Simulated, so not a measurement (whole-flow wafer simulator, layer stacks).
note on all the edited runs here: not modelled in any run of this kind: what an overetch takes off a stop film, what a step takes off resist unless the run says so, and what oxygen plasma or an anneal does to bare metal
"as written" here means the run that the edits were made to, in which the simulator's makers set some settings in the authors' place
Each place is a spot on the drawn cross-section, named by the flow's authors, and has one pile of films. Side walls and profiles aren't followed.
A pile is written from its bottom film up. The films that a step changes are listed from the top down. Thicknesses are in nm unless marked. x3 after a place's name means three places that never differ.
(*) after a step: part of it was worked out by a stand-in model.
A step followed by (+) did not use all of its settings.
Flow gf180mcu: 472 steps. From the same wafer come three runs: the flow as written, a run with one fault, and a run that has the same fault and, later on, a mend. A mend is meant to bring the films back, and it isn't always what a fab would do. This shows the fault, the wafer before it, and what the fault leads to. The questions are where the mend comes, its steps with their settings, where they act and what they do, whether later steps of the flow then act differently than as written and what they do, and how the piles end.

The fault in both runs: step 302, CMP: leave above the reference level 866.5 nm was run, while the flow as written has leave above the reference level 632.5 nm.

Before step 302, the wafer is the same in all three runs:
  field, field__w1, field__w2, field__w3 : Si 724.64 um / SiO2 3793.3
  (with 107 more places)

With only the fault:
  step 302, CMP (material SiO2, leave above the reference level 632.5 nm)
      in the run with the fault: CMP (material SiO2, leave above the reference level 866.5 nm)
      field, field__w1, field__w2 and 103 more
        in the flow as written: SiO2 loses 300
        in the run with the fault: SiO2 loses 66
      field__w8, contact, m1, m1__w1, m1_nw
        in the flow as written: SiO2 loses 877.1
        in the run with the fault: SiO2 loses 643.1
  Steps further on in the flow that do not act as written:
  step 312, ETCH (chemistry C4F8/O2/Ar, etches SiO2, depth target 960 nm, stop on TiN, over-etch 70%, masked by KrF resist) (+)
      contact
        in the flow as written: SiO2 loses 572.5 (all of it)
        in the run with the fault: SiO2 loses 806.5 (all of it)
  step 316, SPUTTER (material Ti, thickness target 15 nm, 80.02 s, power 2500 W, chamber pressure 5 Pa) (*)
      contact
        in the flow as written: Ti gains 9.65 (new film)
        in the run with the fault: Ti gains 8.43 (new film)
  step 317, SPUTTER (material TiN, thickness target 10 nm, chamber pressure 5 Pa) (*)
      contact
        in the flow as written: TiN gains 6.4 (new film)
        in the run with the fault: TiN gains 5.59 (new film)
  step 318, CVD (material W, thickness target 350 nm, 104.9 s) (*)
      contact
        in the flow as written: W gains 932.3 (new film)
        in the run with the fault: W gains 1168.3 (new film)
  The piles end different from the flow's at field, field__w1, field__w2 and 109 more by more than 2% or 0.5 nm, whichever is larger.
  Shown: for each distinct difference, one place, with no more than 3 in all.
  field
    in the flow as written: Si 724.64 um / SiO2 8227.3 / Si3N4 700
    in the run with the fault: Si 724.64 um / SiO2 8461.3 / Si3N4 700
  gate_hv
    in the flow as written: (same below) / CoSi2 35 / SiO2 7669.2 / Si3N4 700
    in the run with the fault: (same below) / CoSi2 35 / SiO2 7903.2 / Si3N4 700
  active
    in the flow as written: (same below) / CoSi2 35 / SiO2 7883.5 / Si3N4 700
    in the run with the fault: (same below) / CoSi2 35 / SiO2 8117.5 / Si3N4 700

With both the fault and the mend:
  The mend follows step 302.
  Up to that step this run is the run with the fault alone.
  step 302a, CMP (material SiO2, leave above the reference level 632.5 nm) (a further turn of the flow's step 302)
      field, field__w1, field__w2 and 108 more
        SiO2 loses 234
  Every later step of the flow that is run acts as written at every place that is followed.
  By the end, the piles equal the flow's at every place that both follow.
